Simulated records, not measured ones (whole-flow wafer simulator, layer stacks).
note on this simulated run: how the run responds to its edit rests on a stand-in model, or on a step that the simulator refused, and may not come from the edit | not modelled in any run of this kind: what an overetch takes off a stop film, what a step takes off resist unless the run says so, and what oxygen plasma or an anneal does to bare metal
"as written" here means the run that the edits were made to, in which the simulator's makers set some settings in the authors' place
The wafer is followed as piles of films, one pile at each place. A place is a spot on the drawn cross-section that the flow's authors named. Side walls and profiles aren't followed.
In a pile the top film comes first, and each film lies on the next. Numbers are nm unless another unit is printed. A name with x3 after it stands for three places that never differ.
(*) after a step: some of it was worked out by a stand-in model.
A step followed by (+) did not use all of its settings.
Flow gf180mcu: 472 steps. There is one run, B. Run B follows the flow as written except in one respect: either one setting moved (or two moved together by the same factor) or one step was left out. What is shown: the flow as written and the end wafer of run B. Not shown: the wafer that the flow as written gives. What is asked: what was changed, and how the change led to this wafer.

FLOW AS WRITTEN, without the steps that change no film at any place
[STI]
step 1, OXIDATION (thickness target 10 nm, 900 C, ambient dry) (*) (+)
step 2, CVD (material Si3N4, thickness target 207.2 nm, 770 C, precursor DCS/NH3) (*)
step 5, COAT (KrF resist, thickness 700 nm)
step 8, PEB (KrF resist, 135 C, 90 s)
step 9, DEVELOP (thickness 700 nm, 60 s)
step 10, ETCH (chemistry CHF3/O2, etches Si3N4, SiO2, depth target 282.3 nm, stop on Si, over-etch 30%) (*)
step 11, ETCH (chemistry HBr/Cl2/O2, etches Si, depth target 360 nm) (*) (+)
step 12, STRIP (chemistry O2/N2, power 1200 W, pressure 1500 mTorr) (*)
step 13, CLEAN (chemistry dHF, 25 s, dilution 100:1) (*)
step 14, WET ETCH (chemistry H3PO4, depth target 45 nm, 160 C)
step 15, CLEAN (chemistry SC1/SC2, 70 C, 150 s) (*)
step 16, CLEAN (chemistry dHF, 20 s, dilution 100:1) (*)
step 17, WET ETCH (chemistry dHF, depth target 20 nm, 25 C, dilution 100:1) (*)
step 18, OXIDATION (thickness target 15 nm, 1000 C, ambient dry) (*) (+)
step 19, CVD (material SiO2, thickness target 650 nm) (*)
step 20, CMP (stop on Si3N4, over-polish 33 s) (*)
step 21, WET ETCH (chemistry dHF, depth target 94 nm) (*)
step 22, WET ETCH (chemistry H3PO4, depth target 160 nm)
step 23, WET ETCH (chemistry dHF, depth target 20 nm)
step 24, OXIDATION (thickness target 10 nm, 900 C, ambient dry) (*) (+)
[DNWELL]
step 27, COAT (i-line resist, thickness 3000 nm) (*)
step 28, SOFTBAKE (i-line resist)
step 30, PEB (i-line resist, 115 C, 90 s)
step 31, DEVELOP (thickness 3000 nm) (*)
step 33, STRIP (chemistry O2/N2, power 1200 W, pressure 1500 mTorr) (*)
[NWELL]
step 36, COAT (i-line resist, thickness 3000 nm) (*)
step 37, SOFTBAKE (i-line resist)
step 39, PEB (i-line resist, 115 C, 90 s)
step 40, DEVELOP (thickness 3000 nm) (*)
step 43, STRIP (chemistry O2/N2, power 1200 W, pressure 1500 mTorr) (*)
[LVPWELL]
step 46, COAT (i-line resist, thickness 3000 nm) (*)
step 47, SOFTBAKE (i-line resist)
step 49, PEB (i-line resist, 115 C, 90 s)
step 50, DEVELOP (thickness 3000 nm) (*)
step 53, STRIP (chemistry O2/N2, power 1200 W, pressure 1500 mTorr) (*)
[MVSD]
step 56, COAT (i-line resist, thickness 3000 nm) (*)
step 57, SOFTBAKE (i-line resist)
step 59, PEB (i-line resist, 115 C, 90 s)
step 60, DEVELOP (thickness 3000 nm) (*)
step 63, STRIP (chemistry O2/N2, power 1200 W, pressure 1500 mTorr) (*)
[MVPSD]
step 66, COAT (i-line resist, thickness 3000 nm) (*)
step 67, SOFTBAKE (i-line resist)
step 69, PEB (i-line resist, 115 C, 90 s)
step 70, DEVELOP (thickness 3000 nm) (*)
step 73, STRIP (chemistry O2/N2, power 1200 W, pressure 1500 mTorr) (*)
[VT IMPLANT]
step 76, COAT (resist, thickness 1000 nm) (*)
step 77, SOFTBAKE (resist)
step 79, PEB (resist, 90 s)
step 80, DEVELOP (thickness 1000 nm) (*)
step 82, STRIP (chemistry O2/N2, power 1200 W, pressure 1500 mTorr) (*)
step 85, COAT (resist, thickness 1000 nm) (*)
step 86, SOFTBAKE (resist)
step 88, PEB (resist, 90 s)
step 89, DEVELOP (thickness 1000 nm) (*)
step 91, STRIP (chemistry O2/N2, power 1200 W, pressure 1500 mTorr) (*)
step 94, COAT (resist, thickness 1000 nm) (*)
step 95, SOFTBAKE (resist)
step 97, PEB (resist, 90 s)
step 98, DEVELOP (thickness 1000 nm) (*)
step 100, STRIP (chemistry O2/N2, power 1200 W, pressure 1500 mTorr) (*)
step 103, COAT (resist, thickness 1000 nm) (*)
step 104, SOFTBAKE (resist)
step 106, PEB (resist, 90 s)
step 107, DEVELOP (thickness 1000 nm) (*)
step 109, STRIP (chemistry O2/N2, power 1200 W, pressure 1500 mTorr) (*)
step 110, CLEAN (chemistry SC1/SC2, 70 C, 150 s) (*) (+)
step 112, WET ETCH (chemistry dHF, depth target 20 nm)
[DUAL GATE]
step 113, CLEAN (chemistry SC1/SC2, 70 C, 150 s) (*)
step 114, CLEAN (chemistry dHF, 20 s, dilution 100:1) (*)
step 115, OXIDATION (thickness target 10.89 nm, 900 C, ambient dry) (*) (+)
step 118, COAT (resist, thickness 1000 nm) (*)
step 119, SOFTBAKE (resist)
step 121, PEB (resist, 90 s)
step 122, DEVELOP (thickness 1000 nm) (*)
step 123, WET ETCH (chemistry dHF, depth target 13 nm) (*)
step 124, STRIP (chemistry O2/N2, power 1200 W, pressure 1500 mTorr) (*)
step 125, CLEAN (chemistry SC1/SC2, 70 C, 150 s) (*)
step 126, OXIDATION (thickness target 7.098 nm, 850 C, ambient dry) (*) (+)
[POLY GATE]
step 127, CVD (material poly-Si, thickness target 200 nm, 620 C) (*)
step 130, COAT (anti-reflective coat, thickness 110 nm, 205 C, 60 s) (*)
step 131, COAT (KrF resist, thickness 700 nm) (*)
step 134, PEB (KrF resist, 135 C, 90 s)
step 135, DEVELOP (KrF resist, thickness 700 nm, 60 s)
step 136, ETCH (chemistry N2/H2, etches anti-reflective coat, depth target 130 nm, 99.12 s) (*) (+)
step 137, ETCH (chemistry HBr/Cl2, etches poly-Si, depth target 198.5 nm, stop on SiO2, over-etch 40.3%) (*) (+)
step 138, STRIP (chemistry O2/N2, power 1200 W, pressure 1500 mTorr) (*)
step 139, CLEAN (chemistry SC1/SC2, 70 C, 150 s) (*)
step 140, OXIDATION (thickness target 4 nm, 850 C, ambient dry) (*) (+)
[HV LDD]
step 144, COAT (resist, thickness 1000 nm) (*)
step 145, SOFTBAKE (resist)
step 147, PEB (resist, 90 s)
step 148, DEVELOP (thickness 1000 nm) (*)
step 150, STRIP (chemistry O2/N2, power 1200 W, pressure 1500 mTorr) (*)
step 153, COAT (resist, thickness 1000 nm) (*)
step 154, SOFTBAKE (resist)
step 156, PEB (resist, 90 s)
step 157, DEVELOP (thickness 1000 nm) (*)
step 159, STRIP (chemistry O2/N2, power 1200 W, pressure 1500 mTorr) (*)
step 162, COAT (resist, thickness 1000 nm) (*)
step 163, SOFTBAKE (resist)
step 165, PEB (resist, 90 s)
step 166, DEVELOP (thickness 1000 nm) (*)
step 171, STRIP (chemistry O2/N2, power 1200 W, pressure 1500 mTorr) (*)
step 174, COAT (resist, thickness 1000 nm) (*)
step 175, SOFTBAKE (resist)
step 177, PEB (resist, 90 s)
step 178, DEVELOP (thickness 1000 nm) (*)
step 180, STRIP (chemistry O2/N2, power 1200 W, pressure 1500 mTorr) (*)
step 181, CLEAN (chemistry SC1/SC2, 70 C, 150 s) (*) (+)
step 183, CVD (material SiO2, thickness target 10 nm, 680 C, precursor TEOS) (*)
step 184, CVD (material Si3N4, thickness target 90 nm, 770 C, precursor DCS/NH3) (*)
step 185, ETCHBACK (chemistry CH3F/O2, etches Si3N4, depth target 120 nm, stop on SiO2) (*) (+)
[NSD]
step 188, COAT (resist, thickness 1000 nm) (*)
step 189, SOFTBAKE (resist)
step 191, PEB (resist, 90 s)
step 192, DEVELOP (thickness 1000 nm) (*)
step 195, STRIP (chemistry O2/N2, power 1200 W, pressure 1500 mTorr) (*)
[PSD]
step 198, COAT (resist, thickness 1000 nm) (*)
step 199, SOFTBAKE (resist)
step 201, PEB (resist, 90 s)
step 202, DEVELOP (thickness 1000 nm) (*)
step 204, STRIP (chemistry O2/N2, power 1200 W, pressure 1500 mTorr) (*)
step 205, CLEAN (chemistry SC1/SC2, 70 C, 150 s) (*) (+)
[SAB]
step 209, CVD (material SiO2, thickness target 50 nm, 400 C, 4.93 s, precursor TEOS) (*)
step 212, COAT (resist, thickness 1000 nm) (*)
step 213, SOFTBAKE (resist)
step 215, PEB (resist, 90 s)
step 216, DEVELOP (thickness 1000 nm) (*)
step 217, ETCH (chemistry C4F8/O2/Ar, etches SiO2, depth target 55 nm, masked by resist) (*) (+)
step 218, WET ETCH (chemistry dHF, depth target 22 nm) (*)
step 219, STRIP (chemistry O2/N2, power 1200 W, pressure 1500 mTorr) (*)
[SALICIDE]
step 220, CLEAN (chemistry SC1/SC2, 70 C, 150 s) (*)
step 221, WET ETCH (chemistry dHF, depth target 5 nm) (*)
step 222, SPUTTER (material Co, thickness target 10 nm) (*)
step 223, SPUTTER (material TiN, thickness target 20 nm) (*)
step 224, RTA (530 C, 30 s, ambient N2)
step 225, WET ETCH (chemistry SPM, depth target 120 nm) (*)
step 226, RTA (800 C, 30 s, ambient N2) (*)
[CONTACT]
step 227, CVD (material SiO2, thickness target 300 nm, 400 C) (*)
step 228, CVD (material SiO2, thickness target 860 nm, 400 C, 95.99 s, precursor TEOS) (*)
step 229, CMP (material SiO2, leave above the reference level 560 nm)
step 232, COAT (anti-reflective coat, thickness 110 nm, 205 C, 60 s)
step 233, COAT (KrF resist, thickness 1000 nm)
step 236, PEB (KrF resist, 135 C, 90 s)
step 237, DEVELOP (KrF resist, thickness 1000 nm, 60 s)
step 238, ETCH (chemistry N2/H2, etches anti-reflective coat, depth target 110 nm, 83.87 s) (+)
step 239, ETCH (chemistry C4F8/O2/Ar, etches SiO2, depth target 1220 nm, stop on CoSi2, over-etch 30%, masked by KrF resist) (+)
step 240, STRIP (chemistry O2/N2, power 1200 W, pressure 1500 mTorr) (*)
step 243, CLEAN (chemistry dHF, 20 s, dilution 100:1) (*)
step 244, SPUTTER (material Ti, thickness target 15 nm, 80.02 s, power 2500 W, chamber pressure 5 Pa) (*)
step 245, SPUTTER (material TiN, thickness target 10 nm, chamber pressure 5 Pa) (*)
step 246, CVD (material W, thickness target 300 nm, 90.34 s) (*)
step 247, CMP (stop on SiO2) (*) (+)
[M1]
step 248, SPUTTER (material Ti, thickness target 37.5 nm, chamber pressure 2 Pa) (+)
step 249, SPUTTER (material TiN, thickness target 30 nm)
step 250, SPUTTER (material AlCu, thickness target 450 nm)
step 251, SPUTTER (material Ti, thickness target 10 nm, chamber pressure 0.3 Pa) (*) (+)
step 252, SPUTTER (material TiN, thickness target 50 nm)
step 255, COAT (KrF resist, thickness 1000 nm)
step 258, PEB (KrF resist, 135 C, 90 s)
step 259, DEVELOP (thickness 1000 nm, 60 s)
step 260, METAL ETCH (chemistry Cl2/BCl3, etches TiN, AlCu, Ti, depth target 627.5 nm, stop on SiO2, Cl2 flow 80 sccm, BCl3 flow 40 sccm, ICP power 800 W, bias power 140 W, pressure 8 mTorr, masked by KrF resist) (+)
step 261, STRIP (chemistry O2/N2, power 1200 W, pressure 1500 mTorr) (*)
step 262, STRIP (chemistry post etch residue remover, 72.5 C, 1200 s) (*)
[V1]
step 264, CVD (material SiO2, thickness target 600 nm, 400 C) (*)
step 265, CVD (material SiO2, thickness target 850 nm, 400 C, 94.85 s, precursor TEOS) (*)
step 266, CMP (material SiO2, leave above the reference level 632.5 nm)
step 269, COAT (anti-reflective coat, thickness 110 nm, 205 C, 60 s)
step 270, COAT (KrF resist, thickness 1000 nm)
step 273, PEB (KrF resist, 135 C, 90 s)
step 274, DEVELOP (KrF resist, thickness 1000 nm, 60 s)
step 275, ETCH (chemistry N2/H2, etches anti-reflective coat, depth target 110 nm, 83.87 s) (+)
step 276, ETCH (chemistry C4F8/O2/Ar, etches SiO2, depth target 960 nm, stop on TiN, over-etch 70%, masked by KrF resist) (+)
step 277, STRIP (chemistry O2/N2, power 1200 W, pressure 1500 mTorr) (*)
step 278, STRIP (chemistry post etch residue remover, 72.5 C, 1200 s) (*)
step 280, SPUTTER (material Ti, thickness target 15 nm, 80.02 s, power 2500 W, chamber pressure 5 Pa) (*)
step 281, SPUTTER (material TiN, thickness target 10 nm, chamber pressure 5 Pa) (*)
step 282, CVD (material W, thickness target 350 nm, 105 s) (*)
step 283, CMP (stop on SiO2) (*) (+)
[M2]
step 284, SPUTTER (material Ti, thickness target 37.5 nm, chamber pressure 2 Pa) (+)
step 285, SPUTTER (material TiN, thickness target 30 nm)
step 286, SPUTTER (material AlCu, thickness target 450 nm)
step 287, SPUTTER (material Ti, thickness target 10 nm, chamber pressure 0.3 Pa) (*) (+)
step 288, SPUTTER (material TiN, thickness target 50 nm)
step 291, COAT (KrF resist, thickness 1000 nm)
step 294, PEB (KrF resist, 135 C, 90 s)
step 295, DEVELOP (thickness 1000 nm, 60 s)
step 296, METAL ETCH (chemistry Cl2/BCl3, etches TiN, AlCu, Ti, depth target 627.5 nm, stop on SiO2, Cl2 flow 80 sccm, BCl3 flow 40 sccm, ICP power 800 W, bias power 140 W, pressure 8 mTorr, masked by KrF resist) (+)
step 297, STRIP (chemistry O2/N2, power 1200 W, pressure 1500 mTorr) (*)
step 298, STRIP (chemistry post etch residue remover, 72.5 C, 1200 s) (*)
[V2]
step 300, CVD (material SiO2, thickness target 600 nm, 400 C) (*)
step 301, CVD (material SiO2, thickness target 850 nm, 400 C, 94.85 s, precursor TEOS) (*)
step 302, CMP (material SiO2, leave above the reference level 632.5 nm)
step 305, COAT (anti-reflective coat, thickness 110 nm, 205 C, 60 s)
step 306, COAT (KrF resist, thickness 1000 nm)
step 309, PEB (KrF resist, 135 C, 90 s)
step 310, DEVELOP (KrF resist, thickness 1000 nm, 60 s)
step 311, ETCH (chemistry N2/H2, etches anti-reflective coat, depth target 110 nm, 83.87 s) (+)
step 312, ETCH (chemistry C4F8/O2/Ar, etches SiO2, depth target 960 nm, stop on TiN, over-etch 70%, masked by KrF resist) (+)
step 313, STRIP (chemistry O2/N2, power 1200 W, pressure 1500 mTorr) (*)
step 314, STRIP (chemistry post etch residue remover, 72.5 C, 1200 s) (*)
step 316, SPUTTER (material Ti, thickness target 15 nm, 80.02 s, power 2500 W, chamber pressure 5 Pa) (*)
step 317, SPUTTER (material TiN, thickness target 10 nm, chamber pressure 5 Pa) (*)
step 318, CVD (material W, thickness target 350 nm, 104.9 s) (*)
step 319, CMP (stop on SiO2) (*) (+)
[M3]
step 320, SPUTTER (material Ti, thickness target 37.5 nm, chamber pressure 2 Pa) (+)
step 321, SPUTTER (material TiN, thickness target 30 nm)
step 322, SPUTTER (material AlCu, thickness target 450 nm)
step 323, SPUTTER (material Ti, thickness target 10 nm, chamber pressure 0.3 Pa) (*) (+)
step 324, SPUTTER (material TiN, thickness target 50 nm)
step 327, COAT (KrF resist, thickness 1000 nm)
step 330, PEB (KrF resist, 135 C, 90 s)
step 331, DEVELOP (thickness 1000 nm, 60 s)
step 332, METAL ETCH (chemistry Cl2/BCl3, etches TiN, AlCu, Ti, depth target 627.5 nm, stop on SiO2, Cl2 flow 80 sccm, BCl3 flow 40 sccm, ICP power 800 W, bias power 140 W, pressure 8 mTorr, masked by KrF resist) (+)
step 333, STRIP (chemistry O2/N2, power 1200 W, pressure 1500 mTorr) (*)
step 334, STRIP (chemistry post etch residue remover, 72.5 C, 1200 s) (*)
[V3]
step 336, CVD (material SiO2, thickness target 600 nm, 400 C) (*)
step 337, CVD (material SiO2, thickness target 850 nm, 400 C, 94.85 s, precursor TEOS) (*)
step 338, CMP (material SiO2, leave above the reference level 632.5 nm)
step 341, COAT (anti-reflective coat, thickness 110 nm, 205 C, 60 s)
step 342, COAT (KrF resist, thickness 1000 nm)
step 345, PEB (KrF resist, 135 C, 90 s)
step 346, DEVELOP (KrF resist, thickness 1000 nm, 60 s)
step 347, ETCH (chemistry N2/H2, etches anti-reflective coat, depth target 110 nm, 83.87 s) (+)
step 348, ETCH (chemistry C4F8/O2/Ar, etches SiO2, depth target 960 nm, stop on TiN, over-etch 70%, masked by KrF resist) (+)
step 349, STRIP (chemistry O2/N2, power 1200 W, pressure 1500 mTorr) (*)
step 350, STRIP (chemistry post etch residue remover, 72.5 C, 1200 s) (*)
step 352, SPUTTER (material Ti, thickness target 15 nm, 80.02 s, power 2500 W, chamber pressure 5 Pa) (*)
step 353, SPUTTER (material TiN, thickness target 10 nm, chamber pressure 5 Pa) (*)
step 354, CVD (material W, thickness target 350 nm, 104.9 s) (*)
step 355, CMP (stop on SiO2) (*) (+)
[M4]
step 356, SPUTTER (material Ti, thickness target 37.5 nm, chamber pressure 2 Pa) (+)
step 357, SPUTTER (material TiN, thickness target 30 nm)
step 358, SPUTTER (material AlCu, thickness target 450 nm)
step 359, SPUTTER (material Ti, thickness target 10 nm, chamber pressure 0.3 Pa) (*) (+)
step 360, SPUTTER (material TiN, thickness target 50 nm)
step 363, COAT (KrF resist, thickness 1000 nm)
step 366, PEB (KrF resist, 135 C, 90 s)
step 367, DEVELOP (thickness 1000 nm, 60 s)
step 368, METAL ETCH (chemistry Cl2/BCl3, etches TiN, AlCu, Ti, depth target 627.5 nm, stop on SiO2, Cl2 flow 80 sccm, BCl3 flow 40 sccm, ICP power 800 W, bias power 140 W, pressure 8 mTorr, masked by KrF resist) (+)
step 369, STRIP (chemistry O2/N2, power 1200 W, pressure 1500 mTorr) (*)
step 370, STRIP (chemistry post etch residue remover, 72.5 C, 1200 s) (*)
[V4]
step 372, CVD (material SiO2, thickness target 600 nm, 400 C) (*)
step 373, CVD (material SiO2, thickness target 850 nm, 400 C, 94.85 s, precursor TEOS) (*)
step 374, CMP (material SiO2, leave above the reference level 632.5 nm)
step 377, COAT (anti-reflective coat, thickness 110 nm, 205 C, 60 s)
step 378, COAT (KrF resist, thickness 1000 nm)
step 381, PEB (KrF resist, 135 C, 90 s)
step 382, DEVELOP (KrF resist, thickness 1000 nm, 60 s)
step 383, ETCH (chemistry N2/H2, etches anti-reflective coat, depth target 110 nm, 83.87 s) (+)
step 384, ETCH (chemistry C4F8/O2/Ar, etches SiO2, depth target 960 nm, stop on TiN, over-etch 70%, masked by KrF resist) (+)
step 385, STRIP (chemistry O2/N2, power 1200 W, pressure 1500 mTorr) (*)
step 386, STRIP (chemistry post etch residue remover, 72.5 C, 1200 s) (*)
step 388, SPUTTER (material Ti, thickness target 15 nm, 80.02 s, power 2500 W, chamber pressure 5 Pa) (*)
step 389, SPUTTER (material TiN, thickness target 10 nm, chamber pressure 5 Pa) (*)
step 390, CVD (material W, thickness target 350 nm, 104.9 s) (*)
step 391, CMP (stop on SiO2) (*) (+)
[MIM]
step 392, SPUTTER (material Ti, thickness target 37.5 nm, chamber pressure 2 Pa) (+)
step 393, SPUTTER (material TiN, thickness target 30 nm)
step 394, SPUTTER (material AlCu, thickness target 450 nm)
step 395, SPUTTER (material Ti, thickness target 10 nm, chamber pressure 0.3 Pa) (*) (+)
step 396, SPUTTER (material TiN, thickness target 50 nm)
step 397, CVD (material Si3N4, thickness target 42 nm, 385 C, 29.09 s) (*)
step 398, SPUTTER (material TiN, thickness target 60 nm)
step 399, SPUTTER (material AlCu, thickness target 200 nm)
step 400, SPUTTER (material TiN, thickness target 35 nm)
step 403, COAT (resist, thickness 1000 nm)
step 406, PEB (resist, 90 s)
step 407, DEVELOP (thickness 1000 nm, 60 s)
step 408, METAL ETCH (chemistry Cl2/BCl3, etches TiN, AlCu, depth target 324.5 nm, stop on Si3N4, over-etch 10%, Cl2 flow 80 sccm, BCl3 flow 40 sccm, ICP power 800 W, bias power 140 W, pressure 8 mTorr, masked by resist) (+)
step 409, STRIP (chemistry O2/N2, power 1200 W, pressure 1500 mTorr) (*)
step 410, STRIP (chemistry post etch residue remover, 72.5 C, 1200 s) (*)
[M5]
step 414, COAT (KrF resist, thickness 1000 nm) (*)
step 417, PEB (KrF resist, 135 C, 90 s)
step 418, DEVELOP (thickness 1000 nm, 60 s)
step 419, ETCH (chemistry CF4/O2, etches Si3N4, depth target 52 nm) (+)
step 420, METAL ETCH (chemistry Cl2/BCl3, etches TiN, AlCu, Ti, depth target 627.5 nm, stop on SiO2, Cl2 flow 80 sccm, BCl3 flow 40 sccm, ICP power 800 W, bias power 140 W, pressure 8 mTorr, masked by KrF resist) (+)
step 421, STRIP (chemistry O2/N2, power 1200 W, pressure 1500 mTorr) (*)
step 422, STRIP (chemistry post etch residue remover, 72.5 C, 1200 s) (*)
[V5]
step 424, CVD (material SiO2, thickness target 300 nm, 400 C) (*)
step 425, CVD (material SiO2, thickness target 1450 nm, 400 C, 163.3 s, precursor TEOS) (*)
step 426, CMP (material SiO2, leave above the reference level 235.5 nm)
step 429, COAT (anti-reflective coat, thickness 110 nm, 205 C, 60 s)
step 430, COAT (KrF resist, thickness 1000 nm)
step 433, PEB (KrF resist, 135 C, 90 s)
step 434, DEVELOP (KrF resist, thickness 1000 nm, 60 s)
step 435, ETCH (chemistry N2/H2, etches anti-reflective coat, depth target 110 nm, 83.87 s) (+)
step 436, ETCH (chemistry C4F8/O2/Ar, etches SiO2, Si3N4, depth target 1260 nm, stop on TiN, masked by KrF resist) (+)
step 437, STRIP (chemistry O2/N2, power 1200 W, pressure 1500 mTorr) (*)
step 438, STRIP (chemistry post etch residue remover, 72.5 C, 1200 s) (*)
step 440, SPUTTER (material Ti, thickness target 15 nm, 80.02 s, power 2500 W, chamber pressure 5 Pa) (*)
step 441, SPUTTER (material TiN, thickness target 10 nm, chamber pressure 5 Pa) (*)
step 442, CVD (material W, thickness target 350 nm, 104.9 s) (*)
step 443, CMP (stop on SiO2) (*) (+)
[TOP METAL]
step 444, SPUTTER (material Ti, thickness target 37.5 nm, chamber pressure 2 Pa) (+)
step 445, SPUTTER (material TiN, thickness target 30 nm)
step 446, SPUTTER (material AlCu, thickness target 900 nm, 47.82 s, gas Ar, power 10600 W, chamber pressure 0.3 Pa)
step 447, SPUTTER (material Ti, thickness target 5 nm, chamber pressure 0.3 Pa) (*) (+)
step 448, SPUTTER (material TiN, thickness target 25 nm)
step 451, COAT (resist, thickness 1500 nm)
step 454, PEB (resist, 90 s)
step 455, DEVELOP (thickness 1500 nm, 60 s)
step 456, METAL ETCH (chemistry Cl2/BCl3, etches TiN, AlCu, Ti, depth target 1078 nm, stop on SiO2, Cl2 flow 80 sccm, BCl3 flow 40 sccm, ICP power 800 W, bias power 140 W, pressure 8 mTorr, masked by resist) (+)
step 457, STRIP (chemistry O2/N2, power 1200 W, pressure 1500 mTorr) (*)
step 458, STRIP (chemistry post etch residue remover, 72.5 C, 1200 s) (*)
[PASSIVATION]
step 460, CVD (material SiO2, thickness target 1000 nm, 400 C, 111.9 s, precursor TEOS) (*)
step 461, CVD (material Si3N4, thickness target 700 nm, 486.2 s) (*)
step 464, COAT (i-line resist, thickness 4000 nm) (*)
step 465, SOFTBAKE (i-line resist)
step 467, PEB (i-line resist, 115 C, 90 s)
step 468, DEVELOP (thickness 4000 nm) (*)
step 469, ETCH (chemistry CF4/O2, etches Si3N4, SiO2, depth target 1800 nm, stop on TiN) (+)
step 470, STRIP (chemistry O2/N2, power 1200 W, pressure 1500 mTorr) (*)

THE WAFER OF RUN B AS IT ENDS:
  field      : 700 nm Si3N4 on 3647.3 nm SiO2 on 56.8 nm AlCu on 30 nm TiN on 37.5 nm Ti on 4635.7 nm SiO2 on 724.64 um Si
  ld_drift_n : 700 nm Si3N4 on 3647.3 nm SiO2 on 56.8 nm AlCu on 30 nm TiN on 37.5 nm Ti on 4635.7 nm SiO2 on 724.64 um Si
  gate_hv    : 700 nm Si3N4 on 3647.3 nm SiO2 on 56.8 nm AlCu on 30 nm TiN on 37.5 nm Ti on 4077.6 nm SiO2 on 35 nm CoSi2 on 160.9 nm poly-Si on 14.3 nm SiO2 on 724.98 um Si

The reason: step 358, SPUTTER: thickness target 630 nm was run, while the flow as written has thickness target 450 nm.

Step by step, how the change led to this:
  step 358, SPUTTER (material AlCu, thickness target 450 nm)
      field, field__w1, field__w2 and 108 more: +630 AlCu (new film) (it would be, as written: +450 AlCu (new film))
  step 368, METAL ETCH (chemistry Cl2/BCl3, etches TiN, AlCu, Ti, depth target 627.5 nm, stop on SiO2, Cl2 flow 80 sccm, BCl3 flow 40 sccm, ICP power 800 W, bias power 140 W, pressure 8 mTorr, masked by KrF resist) (+)
      field, field__w1, field__w2 and 103 more: -50 TiN (all of it), -10 Ti (all of it), -567.5 AlCu (it would be, as written: -50 TiN (all of it), -10 Ti (all of it), -450 AlCu (all of it), -30 TiN (all of it), -37.5 Ti (all of it))
  step 370, STRIP (chemistry post etch residue remover, 72.5 C, 1200 s) (*)
      field, field__w1, field__w2 and 103 more: -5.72 AlCu (it would be, as written: nothing)
  step 372, CVD (material SiO2, thickness target 600 nm, 400 C) (*)
      field, field__w1, field__w2 and 103 more: +600 SiO2 (new film) (it would be, as written: +600 SiO2)
  step 374, CMP (material SiO2, leave above the reference level 632.5 nm)
      field, field__w1, field__w2 and 103 more: -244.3 SiO2 (it would be, as written: -300 SiO2)
If metal films that touch count as one body, field has 1 body; the flow as written gives 0 bodies.
If metal films that touch count as one body, ld_drift_n has 1 body; the flow as written gives 0 bodies.
If metal films that touch count as one body, gate_hv has 2 bodies (between them, from the top down: SiO2 4077.6); the flow as written gives 1 body.
